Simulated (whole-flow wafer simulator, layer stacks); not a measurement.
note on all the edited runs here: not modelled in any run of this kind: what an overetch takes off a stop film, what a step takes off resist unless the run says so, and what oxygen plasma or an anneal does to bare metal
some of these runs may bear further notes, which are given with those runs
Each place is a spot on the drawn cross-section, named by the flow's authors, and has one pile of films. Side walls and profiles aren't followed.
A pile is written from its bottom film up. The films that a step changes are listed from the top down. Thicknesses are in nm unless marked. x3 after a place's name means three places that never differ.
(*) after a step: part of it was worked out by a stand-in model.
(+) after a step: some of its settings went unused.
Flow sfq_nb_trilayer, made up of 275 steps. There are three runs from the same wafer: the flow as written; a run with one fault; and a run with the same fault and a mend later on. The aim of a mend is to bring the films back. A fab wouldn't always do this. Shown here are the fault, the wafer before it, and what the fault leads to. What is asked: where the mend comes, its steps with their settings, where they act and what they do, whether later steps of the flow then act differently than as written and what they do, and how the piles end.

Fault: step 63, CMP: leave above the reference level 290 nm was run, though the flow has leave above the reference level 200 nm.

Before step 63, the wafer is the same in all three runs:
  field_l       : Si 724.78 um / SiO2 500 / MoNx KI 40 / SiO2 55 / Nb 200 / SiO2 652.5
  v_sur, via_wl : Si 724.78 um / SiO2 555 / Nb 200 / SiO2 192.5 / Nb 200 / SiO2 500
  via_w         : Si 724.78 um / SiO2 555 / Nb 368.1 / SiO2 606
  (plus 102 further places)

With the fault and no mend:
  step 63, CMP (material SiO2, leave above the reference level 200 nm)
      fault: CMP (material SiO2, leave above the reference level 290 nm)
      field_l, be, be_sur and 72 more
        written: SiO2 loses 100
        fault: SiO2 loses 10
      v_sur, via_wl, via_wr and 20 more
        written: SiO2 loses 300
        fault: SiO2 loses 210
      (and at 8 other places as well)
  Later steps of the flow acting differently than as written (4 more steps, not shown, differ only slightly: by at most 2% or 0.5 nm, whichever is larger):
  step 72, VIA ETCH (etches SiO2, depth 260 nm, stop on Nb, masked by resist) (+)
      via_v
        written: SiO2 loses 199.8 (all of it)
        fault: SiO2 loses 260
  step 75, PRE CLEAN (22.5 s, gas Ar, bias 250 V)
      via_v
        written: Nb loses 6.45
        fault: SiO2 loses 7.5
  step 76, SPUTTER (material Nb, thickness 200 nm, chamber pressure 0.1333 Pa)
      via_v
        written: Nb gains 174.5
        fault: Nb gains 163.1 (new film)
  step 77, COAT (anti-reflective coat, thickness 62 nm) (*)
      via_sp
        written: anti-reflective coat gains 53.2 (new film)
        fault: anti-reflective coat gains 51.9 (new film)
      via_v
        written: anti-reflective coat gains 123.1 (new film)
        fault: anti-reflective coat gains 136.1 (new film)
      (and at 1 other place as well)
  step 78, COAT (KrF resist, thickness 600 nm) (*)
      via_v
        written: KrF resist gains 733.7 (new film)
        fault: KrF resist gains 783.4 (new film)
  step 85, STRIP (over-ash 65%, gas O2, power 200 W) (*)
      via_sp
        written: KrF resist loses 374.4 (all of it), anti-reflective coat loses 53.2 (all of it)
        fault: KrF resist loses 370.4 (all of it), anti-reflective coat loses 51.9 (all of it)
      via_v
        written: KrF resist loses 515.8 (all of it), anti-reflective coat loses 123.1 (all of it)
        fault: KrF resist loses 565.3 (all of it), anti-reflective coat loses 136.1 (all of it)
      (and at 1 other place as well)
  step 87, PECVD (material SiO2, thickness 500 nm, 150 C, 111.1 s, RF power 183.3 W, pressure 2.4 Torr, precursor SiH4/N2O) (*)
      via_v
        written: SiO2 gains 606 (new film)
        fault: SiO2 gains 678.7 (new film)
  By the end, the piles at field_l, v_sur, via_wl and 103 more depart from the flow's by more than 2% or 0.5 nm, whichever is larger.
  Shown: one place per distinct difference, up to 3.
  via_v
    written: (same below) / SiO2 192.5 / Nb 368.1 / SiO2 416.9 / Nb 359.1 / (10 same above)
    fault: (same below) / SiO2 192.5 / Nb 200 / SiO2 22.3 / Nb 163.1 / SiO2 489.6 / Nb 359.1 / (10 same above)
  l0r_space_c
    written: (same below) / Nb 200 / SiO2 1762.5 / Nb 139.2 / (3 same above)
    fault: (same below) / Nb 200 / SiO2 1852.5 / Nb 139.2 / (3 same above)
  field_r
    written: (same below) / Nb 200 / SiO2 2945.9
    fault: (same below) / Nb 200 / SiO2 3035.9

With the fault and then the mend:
  After step 70 comes the mend.
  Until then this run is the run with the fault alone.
  step 70a, STRIP (over-ash 65%, gas O2, power 200 W) (*)
      field_l, v_sur, via_wl and 102 more
        KrF resist loses 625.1 (all of it), anti-reflective coat loses 62 (all of it)
      via_v
        anti-reflective coat loses 62 (all of it)
  step 70b, CMP (material SiO2, leave above the reference level 200 nm) (the flow's step 63 again)
      field_l, v_sur, via_wl and 103 more
        SiO2 loses 90
  step 70c, COAT (anti-reflective coat, thickness 62 nm) (the flow's step 65 again)
      field_l, v_sur, via_wl and 103 more
        anti-reflective coat gains 62 (new film)
  step 70d, COAT (KrF resist, thickness 650 nm) (the flow's step 66 again)
      field_l, v_sur, via_wl and 103 more
        KrF resist gains 650 (new film)
  step 70e, SOFTBAKE (KrF resist) (the flow's step 67 again)
      alters no film at any place that is followed
  step 70f, EXPOSE (photomask I1, dose 11.91 mJ/cm2, NA 0.6, wavelength 248 nm) (*) (the flow's step 68 again)
      alters no film at any place that is followed
  step 70g, PEB (KrF resist, 90 s) (the flow's step 69 again)
      field_l, v_sur, via_wl and 103 more
        KrF resist loses 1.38
  step 70h, DEVELOP (KrF resist, thickness 650 nm, 60 s) (the flow's step 70 again)
      field_l, v_sur, via_wl and 102 more
        KrF resist loses 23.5
      via_v
        KrF resist loses 648.6 (all of it)
  Later steps of the flow that are run all act as written at every place that is followed.
  At every place that both follow, the piles at the end match the flow's.
